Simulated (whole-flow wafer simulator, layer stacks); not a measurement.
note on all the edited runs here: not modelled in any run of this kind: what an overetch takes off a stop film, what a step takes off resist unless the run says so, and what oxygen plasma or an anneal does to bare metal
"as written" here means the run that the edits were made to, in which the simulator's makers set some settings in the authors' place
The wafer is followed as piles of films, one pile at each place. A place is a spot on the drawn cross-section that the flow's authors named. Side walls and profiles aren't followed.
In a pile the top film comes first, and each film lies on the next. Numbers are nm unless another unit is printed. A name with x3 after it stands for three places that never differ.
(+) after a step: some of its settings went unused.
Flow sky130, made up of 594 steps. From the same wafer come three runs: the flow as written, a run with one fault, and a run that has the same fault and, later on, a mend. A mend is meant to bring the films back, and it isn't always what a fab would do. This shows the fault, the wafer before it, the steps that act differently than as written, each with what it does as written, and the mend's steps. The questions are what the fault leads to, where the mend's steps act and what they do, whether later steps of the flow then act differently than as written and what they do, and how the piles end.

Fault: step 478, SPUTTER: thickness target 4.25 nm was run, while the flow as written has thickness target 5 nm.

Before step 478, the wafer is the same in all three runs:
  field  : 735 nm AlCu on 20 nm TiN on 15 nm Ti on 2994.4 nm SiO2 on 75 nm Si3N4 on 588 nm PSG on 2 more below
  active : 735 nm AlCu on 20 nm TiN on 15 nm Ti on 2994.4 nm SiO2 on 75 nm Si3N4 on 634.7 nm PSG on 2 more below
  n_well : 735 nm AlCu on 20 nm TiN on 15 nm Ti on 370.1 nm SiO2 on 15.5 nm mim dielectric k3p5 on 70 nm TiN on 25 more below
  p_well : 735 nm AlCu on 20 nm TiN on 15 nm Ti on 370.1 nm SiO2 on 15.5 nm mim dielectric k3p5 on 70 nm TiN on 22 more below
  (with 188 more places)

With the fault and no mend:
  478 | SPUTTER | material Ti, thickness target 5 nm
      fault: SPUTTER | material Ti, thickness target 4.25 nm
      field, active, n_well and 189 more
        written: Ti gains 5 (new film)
        fault: Ti gains 4.25 (new film)
  Steps further on in the flow that do not act as written (not shown: 7 more steps that differ only slightly, by at most 2% or 0.5 nm, whichever is larger):
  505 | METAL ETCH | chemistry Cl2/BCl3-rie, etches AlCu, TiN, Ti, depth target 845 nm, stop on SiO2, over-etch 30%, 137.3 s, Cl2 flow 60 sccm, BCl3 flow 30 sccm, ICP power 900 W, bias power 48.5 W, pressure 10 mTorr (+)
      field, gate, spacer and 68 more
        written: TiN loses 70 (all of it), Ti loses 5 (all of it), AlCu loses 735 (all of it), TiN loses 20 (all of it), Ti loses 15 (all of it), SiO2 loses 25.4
        fault: TiN loses 70 (all of it), Ti loses 4.25 (all of it), AlCu loses 735 (all of it), TiN loses 20 (all of it), Ti loses 15 (all of it), SiO2 loses 25.4
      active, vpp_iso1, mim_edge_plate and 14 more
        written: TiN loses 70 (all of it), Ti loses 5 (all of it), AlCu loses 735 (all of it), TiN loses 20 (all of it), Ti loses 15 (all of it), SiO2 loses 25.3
        fault: TiN loses 70 (all of it), Ti loses 4.25 (all of it), AlCu loses 735 (all of it), TiN loses 20 (all of it), Ti loses 15 (all of it), SiO2 loses 25.4
  At n_well, p_well, gate_hv and 102 more, the piles at the end differ from the flow's by more than 2% or 0.5 nm, whichever is larger.
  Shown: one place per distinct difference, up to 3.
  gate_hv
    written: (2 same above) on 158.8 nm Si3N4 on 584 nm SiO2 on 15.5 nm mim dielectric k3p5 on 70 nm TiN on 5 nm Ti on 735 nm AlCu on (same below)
    fault: (2 same above) on 158.8 nm Si3N4 on 584.7 nm SiO2 on 15.5 nm mim dielectric k3p5 on 70 nm TiN on 4.25 nm Ti on 735 nm AlCu on (same below)
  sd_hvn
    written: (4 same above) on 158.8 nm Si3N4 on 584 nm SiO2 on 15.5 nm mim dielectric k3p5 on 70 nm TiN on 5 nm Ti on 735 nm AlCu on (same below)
    fault: (4 same above) on 158.8 nm Si3N4 on 584.7 nm SiO2 on 15.5 nm mim dielectric k3p5 on 70 nm TiN on 4.25 nm Ti on 735 nm AlCu on (same below)
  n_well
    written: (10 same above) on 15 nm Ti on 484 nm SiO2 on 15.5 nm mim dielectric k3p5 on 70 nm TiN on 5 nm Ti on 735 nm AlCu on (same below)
    fault: (10 same above) on 15 nm Ti on 484.8 nm SiO2 on 15.5 nm mim dielectric k3p5 on 70 nm TiN on 4.25 nm Ti on 735 nm AlCu on (same below)

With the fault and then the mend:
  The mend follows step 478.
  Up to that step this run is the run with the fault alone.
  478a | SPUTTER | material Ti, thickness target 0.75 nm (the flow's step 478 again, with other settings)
      field, active, n_well and 189 more
        Ti gains 0.75
  Every later step of the flow that is run acts as written at every place that is followed.
  The piles end the same as the flow's at every place that both follow.
